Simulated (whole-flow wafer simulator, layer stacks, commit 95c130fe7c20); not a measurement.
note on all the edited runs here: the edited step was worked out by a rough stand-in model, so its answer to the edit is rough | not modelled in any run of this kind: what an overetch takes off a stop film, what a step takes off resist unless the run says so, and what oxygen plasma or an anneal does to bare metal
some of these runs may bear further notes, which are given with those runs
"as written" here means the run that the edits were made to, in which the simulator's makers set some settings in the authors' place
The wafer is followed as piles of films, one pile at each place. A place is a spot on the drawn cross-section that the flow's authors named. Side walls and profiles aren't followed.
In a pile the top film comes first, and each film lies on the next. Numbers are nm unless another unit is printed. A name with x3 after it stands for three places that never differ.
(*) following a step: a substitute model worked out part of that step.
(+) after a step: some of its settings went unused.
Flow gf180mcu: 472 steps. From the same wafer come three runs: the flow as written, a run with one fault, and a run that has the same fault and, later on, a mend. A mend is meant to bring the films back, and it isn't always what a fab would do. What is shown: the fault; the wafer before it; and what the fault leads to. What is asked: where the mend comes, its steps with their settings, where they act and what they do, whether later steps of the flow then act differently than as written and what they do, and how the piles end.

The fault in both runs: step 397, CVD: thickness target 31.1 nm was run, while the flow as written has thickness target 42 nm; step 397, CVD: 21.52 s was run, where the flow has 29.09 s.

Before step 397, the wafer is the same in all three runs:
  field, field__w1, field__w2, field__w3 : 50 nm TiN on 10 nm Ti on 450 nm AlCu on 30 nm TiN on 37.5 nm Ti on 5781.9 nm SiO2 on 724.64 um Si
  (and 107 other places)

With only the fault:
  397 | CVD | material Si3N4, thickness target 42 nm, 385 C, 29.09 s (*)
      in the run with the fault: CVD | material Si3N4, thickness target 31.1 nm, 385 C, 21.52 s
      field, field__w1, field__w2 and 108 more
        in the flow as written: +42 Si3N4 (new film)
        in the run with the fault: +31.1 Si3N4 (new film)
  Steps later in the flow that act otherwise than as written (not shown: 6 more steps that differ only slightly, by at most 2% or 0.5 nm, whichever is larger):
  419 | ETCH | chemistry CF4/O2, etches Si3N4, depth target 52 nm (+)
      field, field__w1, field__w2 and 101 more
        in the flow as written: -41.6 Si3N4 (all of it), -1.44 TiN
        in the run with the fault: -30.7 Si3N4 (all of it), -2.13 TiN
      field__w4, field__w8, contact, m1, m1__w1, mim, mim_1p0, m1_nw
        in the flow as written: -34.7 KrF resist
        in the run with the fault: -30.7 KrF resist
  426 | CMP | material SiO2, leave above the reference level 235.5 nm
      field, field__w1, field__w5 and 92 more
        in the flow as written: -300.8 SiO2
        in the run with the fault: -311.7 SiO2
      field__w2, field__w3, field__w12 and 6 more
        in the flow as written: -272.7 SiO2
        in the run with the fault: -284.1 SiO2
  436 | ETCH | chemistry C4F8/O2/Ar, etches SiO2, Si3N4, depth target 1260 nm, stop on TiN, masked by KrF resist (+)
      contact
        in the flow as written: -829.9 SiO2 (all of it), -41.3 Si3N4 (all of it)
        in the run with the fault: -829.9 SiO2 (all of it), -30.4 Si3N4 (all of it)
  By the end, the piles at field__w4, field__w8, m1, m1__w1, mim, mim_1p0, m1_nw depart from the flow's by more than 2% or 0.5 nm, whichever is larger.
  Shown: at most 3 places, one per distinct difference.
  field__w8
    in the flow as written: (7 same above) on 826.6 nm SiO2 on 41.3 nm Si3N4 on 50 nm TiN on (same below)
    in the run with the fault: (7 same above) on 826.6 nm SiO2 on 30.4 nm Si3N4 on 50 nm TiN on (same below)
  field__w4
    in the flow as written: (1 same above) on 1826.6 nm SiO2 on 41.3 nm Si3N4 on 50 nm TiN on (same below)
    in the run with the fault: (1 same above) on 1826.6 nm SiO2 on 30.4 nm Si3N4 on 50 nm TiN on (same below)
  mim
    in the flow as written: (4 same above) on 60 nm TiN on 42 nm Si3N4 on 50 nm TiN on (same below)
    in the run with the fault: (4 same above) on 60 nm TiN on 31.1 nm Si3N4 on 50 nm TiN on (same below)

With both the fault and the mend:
  After step 397 comes the mend.
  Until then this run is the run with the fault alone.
  397a | CVD | material Si3N4, thickness target 10.9 nm, 385 C, 7.548 s (a further turn of the flow's step 397, with different settings)
      field, field__w1, field__w2 and 108 more
        +10.9 Si3N4
  Every later step of the flow that is run acts as written, at every place that is followed, to within 2% or 0.5 nm, whichever is larger.
  The piles end only slightly different from the flow's at the places that both follow, by no more than 2% or 0.5 nm, whichever is larger.
